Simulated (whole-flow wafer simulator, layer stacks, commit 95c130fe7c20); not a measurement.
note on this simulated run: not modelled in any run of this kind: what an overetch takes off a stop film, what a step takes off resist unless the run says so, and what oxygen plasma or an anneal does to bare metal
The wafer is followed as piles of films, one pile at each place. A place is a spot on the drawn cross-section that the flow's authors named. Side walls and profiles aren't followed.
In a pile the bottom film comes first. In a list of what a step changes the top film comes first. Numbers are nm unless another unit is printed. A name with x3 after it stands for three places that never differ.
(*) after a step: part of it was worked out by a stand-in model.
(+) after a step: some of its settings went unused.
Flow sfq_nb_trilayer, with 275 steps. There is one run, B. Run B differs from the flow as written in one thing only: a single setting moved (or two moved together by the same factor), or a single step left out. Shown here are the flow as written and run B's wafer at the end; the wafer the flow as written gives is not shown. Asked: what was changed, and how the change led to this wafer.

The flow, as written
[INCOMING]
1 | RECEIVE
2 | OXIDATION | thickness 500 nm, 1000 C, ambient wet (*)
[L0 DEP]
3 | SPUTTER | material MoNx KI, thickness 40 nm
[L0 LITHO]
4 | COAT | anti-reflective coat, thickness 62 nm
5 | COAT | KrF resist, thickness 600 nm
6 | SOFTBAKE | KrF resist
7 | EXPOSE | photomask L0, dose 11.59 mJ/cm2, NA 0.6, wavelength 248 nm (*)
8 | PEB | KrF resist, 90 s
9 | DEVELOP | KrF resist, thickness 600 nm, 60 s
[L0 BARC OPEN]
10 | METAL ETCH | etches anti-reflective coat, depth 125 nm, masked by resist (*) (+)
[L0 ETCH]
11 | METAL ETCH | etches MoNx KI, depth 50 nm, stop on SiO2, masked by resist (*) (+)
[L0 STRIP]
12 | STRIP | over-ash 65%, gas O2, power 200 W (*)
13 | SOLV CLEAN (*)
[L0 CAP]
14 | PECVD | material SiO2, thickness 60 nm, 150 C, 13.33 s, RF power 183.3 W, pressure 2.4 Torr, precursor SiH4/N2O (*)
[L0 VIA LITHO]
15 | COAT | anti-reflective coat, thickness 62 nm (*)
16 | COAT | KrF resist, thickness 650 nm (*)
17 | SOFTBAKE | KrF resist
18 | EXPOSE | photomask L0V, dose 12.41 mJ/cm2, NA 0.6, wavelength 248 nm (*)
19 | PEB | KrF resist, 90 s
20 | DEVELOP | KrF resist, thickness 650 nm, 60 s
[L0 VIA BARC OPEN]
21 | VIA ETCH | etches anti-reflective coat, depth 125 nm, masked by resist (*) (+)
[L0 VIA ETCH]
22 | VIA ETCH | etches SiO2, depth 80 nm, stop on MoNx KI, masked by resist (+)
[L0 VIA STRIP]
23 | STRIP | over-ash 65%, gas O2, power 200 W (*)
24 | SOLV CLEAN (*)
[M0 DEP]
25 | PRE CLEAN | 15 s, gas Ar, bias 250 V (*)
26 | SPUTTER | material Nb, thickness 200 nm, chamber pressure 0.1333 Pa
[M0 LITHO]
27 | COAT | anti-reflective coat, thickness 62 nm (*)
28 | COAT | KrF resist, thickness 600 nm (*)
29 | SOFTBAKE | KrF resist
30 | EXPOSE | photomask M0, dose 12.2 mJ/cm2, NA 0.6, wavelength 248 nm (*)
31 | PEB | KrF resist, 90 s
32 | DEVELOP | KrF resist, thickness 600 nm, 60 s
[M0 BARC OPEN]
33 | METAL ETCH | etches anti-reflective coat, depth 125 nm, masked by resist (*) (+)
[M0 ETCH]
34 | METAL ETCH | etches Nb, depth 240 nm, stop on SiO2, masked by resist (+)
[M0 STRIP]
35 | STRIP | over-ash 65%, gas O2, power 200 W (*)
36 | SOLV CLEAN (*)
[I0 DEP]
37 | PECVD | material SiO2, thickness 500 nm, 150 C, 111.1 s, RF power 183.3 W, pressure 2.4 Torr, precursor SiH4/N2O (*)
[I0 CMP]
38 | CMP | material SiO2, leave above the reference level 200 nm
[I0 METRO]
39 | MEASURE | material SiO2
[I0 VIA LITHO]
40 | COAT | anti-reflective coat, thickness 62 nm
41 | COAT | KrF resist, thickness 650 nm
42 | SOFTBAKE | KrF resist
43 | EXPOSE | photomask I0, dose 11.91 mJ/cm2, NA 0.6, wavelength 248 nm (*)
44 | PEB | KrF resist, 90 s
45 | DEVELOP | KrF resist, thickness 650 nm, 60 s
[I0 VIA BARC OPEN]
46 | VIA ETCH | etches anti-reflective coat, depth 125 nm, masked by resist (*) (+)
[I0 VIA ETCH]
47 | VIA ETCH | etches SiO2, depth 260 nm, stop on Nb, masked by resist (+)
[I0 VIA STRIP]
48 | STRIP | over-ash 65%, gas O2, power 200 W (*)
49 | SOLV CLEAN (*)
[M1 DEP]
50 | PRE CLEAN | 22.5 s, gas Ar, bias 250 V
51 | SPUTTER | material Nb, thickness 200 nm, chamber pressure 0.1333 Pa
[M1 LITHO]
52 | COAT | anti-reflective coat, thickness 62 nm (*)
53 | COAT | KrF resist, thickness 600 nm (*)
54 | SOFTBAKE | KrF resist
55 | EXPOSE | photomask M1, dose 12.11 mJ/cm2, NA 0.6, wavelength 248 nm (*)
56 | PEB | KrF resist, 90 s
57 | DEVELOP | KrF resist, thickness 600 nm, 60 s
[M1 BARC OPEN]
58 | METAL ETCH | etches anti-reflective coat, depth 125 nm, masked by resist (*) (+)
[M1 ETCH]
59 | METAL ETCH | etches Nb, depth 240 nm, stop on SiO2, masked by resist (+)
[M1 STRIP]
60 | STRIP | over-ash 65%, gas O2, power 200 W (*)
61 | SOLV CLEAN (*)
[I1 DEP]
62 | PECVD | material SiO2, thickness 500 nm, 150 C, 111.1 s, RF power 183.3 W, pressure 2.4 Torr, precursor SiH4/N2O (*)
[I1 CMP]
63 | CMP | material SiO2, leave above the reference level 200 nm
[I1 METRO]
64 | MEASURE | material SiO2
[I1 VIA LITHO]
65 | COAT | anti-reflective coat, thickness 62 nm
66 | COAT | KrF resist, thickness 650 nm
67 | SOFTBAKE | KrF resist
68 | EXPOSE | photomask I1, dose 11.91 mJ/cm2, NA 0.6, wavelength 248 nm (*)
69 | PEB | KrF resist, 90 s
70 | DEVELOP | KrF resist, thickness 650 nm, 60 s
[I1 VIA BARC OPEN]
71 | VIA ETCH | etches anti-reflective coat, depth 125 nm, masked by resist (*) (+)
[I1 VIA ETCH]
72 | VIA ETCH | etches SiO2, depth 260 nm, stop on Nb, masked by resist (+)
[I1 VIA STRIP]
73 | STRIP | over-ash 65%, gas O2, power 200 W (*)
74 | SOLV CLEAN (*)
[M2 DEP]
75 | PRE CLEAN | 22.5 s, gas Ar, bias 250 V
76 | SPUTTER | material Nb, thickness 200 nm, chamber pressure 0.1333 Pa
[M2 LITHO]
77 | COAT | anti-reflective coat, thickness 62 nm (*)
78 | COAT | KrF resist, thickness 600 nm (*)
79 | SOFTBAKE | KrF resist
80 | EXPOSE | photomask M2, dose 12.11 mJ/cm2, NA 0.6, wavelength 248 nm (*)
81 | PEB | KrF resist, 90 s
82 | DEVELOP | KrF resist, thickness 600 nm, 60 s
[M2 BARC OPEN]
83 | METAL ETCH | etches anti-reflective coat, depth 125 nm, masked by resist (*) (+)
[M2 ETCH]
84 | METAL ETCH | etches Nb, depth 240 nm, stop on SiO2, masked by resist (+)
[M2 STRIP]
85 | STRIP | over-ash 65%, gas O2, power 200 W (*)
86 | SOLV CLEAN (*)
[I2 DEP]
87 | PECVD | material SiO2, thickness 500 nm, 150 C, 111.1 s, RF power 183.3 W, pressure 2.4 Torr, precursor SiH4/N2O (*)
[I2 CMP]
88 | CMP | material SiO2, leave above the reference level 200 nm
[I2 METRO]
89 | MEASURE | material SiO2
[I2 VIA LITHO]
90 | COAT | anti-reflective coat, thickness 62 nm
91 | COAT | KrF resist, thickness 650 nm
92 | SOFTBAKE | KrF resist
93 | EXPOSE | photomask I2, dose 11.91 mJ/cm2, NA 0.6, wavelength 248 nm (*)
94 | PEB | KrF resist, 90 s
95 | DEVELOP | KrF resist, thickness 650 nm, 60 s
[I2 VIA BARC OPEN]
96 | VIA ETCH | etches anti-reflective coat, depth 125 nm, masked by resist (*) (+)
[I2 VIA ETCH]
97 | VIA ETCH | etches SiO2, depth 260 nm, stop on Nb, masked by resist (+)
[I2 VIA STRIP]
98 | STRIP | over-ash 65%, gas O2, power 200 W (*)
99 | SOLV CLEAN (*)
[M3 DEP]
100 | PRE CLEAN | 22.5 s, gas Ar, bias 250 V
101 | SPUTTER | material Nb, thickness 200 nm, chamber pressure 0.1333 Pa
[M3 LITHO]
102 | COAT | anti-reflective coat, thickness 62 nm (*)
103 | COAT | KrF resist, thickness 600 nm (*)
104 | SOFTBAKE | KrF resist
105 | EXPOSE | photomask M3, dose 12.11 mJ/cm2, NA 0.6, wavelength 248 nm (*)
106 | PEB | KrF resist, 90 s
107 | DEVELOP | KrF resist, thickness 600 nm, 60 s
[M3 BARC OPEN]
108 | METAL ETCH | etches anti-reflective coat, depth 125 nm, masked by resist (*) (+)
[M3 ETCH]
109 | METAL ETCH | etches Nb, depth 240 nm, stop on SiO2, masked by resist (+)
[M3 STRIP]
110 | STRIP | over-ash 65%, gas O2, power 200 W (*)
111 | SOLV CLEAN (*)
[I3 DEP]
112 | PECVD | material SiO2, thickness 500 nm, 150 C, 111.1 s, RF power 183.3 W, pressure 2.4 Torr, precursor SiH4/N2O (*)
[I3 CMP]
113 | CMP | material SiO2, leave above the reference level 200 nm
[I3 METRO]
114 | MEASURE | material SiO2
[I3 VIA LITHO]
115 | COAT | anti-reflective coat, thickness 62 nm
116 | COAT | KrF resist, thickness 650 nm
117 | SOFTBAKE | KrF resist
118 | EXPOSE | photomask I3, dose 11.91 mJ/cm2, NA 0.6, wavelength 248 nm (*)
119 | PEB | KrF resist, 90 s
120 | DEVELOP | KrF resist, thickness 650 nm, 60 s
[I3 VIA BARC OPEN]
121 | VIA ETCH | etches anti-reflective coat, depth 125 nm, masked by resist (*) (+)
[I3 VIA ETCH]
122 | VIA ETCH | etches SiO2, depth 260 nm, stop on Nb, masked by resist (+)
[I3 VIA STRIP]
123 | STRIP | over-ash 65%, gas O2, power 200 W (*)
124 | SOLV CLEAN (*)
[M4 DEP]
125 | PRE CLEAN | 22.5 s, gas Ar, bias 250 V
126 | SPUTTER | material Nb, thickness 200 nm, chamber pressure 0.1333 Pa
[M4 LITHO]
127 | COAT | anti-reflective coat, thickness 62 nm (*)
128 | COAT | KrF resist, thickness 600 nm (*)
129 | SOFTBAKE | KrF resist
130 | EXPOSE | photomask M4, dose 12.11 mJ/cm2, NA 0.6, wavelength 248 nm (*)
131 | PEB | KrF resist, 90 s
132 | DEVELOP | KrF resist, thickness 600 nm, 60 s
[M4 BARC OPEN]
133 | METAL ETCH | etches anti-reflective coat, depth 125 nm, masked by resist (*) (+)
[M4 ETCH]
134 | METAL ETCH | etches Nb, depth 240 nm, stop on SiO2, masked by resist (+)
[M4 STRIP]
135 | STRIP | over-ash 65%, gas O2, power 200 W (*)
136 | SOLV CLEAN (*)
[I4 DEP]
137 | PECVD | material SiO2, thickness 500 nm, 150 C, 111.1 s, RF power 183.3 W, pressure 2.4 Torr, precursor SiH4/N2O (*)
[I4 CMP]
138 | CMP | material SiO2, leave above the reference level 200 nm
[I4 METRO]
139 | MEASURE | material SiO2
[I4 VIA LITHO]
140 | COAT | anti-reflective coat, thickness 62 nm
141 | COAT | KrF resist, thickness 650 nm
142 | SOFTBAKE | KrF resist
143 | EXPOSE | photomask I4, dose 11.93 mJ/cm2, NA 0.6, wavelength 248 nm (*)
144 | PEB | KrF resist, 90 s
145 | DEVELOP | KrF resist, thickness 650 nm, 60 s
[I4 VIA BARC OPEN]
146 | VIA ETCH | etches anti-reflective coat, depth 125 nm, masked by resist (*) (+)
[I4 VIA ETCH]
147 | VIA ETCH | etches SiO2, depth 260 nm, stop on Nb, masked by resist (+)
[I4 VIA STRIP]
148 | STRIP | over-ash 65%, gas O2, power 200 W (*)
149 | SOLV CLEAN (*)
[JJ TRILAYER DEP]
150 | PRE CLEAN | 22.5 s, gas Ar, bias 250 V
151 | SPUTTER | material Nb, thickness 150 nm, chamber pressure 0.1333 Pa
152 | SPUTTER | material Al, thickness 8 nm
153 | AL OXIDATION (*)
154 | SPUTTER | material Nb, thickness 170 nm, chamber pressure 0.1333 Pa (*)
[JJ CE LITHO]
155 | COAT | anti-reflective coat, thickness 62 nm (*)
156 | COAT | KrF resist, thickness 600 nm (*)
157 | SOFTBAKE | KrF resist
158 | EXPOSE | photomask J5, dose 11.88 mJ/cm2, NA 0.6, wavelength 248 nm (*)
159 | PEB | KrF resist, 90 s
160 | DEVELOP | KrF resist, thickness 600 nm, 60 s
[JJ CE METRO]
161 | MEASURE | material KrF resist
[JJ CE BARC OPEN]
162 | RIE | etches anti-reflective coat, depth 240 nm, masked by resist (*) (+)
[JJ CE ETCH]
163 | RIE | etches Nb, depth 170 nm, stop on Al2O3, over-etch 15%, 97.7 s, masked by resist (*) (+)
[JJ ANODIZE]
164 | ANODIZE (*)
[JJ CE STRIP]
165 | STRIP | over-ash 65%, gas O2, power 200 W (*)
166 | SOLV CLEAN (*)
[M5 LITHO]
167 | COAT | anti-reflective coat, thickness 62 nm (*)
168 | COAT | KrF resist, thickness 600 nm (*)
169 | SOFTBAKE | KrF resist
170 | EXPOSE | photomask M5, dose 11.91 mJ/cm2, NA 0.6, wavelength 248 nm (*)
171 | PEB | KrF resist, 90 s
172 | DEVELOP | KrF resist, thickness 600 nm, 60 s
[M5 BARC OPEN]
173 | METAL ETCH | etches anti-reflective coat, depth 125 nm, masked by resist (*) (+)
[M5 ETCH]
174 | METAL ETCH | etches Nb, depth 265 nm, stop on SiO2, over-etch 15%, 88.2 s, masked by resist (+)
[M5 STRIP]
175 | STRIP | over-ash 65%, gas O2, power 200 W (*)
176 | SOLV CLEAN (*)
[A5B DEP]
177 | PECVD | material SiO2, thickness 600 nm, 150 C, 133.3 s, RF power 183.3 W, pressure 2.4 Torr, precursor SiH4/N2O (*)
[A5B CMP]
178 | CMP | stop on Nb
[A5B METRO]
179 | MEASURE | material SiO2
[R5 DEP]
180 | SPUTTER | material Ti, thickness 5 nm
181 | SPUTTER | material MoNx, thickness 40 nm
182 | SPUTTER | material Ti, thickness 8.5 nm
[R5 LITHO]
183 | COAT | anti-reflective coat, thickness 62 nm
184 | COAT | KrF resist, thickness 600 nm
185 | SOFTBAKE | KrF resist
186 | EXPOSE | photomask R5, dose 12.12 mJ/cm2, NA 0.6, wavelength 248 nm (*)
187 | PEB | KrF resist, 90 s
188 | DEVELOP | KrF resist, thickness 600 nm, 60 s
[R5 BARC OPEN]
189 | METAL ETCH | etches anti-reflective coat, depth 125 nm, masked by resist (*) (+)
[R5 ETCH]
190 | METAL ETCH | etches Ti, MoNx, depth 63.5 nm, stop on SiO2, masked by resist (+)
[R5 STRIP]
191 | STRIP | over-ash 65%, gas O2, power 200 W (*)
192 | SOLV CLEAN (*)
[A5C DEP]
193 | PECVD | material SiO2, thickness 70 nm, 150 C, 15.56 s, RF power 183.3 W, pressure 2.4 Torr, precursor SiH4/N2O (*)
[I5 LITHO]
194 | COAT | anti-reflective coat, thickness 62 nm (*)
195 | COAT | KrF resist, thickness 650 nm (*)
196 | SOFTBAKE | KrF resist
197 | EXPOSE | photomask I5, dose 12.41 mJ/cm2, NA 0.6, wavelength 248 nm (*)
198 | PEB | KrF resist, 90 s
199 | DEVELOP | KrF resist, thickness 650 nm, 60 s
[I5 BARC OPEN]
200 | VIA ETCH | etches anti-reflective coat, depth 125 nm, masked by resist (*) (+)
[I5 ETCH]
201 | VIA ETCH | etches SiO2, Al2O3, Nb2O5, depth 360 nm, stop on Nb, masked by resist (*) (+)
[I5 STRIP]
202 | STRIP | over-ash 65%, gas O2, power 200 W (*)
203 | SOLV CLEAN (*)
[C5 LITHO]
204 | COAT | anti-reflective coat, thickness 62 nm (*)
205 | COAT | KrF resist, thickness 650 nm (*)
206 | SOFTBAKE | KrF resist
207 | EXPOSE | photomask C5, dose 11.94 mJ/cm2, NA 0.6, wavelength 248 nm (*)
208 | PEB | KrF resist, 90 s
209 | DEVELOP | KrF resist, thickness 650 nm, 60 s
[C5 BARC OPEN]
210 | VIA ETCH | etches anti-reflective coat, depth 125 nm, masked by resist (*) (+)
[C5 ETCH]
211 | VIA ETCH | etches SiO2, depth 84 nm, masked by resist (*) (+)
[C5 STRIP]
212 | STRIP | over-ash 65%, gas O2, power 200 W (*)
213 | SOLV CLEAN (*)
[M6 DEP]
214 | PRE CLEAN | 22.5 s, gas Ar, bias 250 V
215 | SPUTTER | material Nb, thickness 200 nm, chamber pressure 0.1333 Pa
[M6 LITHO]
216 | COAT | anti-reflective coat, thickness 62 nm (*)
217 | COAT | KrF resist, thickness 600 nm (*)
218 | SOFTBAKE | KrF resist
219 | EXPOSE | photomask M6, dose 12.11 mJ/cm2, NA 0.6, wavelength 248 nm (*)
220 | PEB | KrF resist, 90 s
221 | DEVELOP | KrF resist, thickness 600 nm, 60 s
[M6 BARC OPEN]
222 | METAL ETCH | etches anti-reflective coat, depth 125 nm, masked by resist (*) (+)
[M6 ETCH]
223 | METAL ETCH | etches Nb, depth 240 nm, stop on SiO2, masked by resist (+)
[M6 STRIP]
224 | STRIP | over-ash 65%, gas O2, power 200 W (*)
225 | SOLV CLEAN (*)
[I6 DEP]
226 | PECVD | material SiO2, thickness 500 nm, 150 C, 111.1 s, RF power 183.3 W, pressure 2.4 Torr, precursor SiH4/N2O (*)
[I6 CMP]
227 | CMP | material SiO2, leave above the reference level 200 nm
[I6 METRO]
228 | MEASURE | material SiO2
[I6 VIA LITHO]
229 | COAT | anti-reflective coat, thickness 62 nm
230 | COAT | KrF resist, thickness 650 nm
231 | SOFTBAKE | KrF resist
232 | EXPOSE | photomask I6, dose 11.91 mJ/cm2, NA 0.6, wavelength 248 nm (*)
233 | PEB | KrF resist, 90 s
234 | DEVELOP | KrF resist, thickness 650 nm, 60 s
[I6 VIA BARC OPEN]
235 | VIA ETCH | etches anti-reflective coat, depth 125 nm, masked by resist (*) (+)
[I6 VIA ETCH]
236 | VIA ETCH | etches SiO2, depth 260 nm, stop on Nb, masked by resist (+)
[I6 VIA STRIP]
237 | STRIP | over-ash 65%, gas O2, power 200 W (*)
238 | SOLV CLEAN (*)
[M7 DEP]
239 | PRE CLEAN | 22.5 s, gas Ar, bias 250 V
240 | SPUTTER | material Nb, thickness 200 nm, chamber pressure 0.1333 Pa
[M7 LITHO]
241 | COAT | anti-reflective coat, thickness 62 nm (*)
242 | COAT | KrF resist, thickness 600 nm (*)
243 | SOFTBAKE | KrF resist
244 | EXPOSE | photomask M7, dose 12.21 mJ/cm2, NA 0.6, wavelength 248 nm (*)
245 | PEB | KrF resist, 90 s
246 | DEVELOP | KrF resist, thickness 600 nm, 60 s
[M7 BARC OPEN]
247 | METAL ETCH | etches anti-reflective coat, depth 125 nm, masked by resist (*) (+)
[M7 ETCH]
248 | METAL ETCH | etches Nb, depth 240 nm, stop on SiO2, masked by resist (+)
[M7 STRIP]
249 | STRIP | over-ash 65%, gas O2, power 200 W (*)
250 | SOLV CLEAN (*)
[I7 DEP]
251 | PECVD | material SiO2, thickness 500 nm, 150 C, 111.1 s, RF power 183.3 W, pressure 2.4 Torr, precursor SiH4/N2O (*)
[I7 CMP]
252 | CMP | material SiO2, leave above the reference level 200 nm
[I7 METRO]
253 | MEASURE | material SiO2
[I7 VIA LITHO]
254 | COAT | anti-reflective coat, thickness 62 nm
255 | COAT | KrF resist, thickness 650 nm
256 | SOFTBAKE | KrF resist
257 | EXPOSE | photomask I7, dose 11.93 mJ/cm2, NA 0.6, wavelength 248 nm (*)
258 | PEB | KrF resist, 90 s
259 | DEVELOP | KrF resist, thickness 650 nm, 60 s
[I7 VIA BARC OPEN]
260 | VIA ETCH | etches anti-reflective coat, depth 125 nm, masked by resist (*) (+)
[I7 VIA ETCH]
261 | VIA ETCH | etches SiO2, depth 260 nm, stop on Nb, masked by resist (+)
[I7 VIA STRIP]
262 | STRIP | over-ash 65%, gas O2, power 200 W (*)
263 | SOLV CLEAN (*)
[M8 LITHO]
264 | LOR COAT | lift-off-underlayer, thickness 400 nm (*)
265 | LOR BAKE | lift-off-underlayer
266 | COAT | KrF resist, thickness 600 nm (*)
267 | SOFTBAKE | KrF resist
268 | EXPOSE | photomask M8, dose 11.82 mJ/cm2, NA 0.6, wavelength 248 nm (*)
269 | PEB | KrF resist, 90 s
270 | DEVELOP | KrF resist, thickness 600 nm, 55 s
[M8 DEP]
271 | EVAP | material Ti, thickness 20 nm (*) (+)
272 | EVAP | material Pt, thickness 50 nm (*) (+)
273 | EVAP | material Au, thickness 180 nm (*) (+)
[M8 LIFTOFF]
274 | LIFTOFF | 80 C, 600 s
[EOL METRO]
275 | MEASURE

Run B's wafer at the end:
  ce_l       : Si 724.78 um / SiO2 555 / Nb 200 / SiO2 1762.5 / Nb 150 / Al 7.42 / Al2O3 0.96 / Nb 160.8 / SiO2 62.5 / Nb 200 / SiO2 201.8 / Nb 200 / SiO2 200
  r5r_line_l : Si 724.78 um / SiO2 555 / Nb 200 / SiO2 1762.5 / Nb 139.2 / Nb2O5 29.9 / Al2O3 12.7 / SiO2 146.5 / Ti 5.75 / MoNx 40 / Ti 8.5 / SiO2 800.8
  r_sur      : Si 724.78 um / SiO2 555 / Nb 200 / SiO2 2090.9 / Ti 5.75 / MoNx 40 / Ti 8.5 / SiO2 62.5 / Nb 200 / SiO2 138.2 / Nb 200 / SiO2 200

Cause: step 180, SPUTTER: thickness 5.75 nm was run, though the flow has thickness 5 nm.
The wafer lets one read it off: r5r_line_l has Ti 5.75, and step 180 as written asks for 5 nm.

How this came from the change, step by step:
  180 | SPUTTER | material Ti, thickness 5 nm
      field_l, v_sur, via_wl and 103 more: Ti gains 5.75 (new film) (it would be, as written: Ti gains 5 (new film))
  190 | METAL ETCH | etches Ti, MoNx, depth 63.5 nm, stop on SiO2, masked by resist (+)
      field_l, v_sur, via_wl and 92 more: Ti loses 8.5 (all of it), MoNx loses 40 (all of it), Ti loses 5.75 (all of it) (it would be, as written: Ti loses 8.5 (all of it), MoNx loses 40 (all of it), Ti loses 5 (all of it))
      ce_l, c5j, ce_r, wl_jj: Ti loses 8.5 (all of it), MoNx loses 40 (all of it), Ti loses 5.75 (all of it), Nb loses 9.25 (it would be, as written: Ti loses 8.5 (all of it), MoNx loses 40 (all of it), Ti loses 5 (all of it), Nb loses 10)
